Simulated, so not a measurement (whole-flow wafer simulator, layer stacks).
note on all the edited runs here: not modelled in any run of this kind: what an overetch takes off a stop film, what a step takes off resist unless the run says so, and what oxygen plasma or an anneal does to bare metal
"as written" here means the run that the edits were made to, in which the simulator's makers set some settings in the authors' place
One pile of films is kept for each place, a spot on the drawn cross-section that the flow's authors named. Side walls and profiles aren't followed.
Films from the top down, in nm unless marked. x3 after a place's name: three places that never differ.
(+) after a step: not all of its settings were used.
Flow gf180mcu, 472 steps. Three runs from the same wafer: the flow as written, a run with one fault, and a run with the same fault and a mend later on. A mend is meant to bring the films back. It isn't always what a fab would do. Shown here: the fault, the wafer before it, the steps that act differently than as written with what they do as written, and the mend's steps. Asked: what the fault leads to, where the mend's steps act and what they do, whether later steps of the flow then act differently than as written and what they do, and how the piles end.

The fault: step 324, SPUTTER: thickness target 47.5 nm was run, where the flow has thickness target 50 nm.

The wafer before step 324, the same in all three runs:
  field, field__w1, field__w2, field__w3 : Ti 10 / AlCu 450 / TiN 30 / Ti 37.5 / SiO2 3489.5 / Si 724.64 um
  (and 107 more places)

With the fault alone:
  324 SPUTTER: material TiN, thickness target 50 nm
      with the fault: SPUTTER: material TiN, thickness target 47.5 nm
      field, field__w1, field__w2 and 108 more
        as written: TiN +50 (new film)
        with the fault: TiN +47.5 (new film)
  Later steps of the flow that act differently than as written (5 more steps differ only slightly, by at most 2% or 0.5 nm, whichever is larger, and aren't shown):
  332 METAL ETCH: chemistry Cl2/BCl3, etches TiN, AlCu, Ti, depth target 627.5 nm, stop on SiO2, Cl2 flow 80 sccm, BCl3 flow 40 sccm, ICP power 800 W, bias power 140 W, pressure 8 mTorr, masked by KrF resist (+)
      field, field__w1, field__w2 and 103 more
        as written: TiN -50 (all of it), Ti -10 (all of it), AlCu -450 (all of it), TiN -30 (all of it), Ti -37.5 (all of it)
        with the fault: TiN -47.5 (all of it), Ti -10 (all of it), AlCu -450 (all of it), TiN -30 (all of it), Ti -37.5 (all of it)
  At the end the piles differ from the flow's by more than 2% or 0.5 nm, whichever is larger, at field__w8, contact, m1, m1__w1, m1_nw.
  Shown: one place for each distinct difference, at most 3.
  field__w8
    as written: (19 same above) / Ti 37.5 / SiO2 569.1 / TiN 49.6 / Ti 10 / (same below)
    with the fault: (19 same above) / Ti 37.5 / SiO2 571.6 / TiN 47.1 / Ti 10 / (same below)
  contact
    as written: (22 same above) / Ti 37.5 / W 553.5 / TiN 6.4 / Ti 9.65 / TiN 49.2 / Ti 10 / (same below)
    with the fault: (22 same above) / Ti 37.5 / W 556 / TiN 6.39 / Ti 9.64 / TiN 46.7 / Ti 10 / (same below)

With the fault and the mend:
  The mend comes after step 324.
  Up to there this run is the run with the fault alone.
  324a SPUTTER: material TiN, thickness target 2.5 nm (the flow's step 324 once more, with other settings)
      field, field__w1, field__w2 and 108 more
        TiN +2.5
  No later step of the flow acts differently than as written at any place that is followed.
  At the end the piles are the same as the flow's at every place that both follow.
